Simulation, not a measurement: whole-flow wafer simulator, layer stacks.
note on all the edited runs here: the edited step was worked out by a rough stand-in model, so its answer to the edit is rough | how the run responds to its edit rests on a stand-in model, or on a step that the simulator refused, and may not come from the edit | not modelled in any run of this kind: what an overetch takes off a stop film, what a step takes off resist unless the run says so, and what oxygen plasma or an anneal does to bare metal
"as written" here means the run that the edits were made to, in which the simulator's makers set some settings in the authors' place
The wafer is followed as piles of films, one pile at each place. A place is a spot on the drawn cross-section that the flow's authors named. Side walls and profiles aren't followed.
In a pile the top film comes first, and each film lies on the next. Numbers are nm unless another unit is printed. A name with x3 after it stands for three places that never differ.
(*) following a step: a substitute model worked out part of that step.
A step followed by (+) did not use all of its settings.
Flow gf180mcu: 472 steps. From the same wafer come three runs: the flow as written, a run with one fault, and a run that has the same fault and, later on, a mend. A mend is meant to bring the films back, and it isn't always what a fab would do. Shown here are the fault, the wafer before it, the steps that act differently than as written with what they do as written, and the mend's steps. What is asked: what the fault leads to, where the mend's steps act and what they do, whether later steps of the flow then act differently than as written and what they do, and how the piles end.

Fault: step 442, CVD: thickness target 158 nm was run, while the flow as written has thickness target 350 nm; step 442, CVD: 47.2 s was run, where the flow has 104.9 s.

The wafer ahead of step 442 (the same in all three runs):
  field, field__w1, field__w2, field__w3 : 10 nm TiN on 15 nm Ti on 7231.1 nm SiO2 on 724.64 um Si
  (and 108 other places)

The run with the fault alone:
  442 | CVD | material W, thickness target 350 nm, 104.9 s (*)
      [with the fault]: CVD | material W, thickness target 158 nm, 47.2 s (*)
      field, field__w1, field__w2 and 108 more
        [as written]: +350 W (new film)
        [with the fault]: +159.1 W (new film)
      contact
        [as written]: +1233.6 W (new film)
        [with the fault]: +1042.7 W (new film)
  Later steps of the flow acting differently than as written:
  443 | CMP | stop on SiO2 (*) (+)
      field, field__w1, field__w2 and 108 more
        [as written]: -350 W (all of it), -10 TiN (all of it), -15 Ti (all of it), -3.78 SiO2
        [with the fault]: -159.1 W (all of it), -10 TiN (all of it), -15 Ti (all of it), -1.86 SiO2
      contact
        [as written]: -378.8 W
        [with the fault]: -186 W
  The piles end only slightly different from the flow's at the places that both follow, by no more than 2% or 0.5 nm, whichever is larger.

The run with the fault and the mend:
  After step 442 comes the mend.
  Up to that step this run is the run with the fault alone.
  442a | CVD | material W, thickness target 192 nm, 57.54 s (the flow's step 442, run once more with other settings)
      field, field__w1, field__w2 and 109 more
        +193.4 W
  Every later step of the flow that is run acts as written, at every place that is followed, to within 2% or 0.5 nm, whichever is larger.
  The piles end only slightly different from the flow's at the places that both follow, by no more than 2% or 0.5 nm, whichever is larger.
